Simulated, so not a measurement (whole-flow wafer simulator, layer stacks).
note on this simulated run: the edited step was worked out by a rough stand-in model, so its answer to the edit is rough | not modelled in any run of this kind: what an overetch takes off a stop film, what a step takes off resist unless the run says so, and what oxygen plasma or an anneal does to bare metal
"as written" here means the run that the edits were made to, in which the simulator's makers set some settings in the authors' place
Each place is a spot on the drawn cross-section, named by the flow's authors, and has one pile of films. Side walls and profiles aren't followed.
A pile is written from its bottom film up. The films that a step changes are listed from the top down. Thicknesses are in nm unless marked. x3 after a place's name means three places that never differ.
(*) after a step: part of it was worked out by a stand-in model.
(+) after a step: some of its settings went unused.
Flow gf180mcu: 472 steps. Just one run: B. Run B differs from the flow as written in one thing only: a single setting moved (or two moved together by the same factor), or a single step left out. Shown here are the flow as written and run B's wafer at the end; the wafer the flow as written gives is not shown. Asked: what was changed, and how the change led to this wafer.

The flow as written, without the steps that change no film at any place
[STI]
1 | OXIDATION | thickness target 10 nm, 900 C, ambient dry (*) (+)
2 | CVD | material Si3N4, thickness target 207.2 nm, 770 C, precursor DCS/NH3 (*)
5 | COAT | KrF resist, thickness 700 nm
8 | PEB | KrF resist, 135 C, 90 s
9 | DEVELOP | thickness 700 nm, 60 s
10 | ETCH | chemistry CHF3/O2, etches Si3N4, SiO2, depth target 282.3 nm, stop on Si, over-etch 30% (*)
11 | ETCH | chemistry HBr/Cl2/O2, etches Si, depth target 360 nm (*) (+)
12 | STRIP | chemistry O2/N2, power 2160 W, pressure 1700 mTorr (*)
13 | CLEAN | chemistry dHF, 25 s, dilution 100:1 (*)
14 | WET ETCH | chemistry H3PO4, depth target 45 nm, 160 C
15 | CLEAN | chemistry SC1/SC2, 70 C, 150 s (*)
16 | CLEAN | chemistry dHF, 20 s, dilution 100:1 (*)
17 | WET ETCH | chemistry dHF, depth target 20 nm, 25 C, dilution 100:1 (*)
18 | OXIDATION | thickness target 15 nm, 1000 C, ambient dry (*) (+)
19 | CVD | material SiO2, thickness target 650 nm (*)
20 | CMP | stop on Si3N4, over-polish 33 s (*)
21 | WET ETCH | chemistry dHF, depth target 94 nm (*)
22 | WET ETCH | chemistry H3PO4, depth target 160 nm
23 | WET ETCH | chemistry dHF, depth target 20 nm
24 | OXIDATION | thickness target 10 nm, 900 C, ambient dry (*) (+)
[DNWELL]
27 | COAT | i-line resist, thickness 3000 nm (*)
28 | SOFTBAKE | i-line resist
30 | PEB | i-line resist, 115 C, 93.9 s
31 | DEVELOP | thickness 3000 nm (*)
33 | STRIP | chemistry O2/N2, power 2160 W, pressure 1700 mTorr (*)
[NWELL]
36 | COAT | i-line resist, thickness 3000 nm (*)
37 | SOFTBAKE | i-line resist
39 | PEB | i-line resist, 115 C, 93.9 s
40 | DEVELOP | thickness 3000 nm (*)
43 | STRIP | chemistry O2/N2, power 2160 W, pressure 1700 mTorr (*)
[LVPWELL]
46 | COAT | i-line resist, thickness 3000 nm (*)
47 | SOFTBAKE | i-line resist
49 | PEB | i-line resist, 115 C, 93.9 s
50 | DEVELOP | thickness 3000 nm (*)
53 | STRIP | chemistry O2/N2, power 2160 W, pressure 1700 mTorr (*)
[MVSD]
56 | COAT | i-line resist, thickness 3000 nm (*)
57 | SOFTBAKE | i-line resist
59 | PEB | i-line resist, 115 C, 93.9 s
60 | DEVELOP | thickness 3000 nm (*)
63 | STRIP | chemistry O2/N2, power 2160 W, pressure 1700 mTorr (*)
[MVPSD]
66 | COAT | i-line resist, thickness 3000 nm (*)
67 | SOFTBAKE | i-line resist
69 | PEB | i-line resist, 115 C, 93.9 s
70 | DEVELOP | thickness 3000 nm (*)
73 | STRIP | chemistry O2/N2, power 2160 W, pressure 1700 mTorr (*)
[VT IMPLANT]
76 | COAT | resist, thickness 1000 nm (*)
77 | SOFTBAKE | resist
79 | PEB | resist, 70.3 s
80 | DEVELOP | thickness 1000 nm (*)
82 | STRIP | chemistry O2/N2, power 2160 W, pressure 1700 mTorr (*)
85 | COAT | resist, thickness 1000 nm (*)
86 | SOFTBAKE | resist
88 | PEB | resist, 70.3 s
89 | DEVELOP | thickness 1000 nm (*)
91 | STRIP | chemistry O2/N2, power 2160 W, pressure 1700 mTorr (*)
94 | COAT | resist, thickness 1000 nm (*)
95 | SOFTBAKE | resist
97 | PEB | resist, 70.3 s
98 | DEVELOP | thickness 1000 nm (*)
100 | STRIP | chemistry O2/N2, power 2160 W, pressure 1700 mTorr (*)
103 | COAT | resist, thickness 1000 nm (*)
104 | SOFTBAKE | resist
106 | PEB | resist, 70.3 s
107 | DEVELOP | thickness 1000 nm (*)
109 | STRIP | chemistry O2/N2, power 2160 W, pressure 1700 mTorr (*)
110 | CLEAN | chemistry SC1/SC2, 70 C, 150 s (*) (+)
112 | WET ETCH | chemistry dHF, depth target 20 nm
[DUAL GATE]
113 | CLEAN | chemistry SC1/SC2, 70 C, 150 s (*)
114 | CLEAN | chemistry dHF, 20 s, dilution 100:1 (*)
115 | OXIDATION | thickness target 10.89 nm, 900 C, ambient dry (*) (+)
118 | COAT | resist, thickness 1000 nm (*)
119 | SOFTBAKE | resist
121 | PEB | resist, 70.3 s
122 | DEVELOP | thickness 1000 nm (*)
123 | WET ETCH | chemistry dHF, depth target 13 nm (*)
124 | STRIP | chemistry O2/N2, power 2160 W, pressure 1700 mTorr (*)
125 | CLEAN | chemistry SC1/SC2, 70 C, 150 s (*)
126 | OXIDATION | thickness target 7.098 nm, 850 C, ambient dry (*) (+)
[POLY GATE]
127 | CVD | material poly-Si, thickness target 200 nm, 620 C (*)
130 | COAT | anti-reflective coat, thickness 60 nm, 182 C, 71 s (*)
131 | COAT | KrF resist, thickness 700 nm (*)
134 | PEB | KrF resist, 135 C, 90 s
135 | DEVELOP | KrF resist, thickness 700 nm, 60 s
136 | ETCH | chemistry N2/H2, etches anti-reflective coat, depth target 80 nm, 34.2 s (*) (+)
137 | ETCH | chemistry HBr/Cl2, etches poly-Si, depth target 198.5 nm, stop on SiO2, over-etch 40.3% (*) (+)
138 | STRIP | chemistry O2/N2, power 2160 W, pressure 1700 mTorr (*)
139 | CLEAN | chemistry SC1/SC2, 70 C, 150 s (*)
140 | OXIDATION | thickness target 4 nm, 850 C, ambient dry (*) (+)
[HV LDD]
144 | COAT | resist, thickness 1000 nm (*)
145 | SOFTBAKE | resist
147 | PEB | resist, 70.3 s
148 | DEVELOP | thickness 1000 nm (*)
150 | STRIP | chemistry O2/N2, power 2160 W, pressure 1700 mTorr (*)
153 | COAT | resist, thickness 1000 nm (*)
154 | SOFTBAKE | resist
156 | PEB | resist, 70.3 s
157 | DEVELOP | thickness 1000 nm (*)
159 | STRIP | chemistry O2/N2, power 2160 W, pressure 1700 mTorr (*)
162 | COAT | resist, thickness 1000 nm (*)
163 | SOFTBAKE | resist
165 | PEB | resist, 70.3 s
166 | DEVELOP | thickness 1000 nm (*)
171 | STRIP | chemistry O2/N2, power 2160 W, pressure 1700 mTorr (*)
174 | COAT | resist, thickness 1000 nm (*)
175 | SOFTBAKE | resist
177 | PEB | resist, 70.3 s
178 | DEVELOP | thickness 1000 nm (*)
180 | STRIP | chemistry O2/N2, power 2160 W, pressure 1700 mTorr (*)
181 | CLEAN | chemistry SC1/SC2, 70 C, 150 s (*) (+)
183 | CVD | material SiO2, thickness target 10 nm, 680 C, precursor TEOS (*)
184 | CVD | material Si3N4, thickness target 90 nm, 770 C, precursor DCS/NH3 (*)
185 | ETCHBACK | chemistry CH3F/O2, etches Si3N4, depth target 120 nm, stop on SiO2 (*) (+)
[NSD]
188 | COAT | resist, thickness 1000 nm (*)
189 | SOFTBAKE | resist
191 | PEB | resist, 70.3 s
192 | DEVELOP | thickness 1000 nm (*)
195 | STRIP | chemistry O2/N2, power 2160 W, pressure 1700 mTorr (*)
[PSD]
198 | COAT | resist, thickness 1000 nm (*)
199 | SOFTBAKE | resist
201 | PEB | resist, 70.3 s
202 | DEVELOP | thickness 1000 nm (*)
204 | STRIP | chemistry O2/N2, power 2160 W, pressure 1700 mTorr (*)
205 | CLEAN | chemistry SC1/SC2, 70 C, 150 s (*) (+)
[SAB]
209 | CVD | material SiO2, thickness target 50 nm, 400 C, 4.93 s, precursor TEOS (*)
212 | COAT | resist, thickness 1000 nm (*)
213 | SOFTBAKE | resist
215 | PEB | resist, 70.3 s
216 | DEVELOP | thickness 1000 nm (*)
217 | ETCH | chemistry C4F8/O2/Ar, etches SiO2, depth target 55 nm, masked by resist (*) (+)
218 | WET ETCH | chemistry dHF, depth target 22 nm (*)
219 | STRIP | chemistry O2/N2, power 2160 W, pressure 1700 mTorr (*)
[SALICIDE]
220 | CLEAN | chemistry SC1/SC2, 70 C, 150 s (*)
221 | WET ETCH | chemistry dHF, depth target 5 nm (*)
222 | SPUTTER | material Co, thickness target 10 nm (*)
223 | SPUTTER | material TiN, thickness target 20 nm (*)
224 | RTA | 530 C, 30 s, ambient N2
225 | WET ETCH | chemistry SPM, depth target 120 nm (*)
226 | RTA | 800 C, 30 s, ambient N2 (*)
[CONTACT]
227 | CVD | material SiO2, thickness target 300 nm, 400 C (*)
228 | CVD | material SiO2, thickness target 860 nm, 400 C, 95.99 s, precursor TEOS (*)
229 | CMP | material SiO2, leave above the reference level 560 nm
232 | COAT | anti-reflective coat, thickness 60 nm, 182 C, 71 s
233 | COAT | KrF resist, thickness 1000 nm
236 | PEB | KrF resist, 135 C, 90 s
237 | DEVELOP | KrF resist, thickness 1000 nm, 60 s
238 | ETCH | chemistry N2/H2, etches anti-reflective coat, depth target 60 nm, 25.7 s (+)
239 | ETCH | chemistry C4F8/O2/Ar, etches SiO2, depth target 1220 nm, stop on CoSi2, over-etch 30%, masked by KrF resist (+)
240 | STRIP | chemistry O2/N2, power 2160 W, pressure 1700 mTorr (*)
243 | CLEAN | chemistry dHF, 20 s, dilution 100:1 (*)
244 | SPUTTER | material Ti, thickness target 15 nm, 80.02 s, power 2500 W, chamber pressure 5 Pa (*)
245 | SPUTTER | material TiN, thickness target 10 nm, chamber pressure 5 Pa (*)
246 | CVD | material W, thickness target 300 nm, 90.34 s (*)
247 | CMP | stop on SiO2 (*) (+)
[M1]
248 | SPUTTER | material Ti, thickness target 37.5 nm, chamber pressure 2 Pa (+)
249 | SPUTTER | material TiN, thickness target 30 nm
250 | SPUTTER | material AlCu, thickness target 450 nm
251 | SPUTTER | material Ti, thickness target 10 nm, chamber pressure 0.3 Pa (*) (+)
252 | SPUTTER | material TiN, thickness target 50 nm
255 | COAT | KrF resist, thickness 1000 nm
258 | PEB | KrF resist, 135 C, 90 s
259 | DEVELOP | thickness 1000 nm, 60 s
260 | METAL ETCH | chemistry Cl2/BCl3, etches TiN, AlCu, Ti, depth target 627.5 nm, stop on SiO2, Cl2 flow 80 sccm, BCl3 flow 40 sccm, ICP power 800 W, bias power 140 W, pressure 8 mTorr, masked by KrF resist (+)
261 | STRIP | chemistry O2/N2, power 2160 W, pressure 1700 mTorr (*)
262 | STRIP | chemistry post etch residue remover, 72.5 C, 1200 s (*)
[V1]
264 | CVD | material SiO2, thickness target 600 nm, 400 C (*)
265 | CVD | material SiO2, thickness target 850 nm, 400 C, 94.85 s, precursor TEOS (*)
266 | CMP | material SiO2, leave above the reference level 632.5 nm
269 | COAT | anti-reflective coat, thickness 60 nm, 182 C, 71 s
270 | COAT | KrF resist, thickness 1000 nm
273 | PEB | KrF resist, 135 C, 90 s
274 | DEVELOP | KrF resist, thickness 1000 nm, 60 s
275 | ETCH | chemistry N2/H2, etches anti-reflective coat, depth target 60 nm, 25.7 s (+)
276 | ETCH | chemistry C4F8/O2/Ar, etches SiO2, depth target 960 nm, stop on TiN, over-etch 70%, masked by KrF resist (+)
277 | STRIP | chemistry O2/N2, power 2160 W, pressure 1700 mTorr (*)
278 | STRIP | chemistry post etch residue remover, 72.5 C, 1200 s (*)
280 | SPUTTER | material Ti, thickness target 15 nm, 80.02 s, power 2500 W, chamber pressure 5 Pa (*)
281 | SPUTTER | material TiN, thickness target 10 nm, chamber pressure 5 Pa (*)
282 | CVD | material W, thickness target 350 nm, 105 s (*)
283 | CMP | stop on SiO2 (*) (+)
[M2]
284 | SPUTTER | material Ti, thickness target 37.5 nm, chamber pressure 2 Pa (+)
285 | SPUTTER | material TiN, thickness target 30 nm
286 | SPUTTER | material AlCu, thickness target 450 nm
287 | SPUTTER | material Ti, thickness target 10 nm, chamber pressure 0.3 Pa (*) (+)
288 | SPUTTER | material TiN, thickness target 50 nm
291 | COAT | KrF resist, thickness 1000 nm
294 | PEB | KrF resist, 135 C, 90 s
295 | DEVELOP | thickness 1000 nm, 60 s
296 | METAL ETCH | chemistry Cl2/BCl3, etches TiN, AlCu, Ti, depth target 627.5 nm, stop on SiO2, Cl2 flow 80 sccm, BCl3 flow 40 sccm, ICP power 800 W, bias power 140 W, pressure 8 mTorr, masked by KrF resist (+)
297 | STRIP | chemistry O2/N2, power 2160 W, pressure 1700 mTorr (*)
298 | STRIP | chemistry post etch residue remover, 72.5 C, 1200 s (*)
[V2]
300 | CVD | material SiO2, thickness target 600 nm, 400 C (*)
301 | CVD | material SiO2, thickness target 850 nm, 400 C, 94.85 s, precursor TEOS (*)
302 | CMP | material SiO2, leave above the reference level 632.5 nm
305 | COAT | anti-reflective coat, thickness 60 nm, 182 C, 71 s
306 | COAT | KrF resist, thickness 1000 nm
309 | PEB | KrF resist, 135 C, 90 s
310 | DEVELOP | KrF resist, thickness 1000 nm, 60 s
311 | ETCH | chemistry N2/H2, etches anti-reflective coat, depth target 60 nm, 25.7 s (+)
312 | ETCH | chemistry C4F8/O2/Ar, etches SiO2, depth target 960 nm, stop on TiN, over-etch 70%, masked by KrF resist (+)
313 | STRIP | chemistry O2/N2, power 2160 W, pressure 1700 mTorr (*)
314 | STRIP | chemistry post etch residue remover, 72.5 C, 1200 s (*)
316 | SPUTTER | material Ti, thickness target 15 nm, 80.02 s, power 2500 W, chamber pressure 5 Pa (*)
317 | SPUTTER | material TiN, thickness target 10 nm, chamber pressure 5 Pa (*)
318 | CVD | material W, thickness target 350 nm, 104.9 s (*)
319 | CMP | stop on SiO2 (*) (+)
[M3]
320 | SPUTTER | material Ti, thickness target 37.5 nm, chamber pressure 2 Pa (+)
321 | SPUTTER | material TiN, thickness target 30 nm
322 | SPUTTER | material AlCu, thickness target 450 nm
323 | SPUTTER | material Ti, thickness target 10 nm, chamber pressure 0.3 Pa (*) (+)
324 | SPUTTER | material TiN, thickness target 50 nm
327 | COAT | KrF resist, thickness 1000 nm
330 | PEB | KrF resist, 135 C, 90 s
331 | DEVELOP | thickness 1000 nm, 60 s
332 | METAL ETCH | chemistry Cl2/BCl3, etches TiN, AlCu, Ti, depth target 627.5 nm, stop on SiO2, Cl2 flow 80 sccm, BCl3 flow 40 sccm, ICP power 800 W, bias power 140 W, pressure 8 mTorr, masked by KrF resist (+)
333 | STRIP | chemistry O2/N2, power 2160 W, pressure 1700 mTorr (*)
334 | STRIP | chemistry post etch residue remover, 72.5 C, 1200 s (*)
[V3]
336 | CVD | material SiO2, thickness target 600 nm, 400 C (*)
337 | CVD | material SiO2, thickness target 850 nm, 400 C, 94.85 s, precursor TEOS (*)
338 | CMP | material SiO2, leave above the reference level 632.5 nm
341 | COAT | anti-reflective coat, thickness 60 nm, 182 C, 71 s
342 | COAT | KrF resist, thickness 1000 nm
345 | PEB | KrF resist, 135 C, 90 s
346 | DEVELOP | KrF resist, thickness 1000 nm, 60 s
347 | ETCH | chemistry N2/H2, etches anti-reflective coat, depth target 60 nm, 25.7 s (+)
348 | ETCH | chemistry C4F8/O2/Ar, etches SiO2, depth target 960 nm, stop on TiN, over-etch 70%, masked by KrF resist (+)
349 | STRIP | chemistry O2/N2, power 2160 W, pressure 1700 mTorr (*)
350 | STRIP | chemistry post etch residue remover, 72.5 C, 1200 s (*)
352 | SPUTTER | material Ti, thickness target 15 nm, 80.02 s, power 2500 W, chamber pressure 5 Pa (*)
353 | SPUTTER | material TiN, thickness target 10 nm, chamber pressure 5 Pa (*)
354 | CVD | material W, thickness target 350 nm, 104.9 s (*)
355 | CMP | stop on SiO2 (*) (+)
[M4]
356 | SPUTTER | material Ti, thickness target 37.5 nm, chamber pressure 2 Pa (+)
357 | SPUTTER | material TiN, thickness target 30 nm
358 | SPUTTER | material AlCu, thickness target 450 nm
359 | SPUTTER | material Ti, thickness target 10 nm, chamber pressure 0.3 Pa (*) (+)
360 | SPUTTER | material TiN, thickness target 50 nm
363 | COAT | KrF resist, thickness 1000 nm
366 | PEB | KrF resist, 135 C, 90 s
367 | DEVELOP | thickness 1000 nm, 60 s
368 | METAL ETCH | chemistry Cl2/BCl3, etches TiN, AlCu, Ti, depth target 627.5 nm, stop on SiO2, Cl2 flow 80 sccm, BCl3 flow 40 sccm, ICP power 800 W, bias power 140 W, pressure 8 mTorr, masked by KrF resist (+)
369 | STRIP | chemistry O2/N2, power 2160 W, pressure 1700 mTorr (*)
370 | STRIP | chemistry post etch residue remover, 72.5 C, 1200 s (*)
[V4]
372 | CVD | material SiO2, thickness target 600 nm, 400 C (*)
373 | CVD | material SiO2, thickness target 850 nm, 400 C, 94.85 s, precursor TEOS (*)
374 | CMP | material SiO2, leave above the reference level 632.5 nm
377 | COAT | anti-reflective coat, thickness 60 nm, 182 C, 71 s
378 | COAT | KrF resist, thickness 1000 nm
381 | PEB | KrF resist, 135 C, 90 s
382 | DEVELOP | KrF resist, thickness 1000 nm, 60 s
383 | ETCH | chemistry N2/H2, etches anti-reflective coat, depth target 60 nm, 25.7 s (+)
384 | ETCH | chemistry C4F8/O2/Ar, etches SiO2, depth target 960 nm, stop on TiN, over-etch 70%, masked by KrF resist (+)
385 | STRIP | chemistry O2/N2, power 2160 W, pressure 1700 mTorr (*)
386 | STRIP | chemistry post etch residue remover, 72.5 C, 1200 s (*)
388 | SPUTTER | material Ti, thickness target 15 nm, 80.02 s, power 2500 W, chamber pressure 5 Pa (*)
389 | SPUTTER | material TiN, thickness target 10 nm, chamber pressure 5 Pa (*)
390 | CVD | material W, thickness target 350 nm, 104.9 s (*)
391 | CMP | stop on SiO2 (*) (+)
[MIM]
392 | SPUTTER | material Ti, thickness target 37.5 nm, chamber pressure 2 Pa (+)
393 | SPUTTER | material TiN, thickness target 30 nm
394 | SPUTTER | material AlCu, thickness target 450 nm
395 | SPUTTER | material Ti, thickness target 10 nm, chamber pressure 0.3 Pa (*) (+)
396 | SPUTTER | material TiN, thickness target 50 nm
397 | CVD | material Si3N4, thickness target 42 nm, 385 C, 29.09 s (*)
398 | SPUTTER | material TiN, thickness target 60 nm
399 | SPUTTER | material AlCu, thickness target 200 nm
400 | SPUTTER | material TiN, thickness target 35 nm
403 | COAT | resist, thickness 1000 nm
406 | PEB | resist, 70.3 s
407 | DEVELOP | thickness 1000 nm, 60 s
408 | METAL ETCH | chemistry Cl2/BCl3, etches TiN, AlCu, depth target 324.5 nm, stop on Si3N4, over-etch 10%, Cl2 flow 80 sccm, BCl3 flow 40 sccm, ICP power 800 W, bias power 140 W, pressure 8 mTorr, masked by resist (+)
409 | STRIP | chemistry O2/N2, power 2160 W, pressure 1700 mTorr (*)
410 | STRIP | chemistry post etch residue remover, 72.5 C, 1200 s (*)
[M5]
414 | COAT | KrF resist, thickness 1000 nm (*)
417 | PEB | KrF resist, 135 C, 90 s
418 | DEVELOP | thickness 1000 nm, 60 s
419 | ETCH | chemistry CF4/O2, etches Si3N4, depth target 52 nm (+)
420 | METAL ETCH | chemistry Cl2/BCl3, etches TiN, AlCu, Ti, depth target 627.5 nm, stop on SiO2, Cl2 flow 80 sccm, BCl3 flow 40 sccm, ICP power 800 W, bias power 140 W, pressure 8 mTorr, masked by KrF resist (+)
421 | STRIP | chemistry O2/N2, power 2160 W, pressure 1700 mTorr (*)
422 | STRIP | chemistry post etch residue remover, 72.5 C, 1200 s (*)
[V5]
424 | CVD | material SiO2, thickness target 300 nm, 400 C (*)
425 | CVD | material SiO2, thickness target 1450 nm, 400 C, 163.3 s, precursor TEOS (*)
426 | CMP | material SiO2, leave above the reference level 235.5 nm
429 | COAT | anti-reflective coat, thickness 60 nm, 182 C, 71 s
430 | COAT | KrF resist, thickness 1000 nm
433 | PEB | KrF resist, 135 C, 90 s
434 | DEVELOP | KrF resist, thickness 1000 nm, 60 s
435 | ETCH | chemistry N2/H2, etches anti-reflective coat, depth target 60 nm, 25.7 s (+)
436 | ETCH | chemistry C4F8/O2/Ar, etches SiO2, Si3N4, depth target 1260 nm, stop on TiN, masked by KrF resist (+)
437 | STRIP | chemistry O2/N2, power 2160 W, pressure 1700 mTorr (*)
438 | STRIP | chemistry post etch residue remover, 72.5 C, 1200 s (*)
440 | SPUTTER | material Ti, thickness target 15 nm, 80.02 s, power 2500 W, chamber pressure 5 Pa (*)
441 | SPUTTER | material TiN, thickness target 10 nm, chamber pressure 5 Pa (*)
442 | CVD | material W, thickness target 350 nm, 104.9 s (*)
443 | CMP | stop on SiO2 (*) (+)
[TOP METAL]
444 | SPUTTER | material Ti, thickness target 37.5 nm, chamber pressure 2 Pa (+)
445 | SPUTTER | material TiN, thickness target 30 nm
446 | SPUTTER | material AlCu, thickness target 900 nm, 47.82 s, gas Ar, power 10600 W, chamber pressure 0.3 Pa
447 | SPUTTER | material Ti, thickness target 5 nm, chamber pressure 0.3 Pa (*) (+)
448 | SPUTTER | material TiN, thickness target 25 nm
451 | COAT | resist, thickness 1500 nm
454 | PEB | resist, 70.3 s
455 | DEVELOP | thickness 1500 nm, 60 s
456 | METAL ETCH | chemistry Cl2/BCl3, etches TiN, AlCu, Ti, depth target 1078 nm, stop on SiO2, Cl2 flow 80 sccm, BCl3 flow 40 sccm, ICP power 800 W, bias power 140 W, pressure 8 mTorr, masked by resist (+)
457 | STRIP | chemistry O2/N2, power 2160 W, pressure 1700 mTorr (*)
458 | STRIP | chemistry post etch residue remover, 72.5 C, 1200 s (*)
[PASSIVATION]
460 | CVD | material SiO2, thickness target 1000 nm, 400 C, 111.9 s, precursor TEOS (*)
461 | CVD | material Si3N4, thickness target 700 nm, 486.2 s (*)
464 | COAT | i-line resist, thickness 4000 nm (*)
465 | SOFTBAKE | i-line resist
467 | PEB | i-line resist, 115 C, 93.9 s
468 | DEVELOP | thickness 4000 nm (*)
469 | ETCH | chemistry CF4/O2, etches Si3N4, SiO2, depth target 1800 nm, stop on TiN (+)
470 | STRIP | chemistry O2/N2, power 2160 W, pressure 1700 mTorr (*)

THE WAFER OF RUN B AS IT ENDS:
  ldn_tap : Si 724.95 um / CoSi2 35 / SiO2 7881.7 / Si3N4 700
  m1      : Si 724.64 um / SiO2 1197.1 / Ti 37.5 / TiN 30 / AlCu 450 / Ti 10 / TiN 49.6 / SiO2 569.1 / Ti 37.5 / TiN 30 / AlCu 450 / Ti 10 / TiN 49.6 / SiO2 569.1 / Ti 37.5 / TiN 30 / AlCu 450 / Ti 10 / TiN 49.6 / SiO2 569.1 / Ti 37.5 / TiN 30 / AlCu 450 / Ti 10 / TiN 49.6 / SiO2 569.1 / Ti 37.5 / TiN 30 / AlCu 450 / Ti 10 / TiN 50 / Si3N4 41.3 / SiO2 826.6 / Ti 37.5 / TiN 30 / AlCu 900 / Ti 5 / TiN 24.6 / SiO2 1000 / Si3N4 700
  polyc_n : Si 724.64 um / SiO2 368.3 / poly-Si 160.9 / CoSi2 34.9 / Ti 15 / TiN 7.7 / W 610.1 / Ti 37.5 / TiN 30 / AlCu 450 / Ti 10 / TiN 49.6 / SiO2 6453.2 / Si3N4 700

The reason: step 245, SPUTTER: thickness target 7.7 nm was run, while the flow as written has thickness target 10 nm.
The wafer lets one read it off: polyc_n has TiN 7.7, and step 245 as written asks for 10 nm.

The path from the change to this, step by step:
  245 | SPUTTER | material TiN, thickness target 10 nm, chamber pressure 5 Pa (*)
      field, field__w1, field__w2 and 107 more: +7.7 TiN (new film) (as written it would have been: +10 TiN (new film))
      contact: +4.22 TiN (new film) (as written it would have been: +5.48 TiN (new film))
  247 | CMP | stop on SiO2 (*) (+)
      field, field__w1, field__w2 and 105 more: -300 W (all of it), -7.7 TiN (all of it), -15 Ti (all of it), -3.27 SiO2 (as written it would have been: -300 W (all of it), -10 TiN (all of it), -15 Ti (all of it), -3.29 SiO2)
